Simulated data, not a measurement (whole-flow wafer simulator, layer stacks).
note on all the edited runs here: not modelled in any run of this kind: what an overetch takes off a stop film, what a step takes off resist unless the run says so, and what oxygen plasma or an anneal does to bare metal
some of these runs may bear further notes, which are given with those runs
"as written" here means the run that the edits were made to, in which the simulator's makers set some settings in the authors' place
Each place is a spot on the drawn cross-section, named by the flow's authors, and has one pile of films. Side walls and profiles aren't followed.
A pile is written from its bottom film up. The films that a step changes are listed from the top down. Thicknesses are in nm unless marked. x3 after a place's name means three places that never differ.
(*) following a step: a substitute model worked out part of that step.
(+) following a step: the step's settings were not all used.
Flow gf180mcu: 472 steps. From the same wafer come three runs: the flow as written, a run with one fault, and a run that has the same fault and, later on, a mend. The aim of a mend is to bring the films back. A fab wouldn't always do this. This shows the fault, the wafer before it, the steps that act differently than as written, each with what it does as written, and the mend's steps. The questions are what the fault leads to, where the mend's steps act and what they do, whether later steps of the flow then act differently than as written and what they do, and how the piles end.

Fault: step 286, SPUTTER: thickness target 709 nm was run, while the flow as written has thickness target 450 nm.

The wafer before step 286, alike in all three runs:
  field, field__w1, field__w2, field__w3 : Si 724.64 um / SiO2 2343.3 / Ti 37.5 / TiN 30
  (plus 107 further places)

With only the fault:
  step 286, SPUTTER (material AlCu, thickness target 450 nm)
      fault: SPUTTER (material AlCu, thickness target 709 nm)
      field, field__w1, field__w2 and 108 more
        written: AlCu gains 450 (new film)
        fault: AlCu gains 709 (new film)
  Steps later in the flow that act otherwise than as written:
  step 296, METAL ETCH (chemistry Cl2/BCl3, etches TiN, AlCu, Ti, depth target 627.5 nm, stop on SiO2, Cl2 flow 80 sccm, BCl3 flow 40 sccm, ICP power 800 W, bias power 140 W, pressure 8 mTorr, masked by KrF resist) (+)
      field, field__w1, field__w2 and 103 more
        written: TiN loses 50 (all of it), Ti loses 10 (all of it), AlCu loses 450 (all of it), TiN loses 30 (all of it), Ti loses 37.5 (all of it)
        fault: TiN loses 50 (all of it), Ti loses 10 (all of it), AlCu loses 567.5
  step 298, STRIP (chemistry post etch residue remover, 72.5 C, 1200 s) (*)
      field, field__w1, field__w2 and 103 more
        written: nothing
        fault: AlCu loses 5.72
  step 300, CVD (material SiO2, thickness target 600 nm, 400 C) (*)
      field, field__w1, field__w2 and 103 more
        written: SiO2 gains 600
        fault: SiO2 gains 600 (new film)
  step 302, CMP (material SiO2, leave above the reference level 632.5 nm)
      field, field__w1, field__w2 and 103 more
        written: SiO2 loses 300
        fault: SiO2 loses 244.3
  By the end, the piles at field, field__w1, field__w2 and 109 more depart from the flow's by more than 2% or 0.5 nm, whichever is larger.
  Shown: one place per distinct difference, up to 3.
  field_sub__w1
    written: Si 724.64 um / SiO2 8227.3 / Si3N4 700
    fault: Si 724.64 um / SiO2 2343.2 / Ti 37.5 / TiN 30 / AlCu 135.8 / SiO2 5939.7 / Si3N4 700
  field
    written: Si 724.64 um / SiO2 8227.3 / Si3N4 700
    fault: Si 724.64 um / SiO2 2343.3 / Ti 37.5 / TiN 30 / AlCu 135.8 / SiO2 5939.7 / Si3N4 700
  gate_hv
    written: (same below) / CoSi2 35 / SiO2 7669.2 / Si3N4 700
    fault: (same below) / CoSi2 35 / SiO2 1785.1 / Ti 37.5 / TiN 30 / AlCu 135.8 / SiO2 5939.7 / Si3N4 700

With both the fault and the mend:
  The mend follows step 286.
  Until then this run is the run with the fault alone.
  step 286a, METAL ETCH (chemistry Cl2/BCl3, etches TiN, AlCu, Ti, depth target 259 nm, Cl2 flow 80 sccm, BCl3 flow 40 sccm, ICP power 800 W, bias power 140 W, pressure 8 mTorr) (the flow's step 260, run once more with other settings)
      field, field__w1, field__w2 and 108 more
        AlCu loses 259
  Every later step of the flow that is run acts as written at every place that is followed.
  By the end, the piles equal the flow's at every place that both follow.
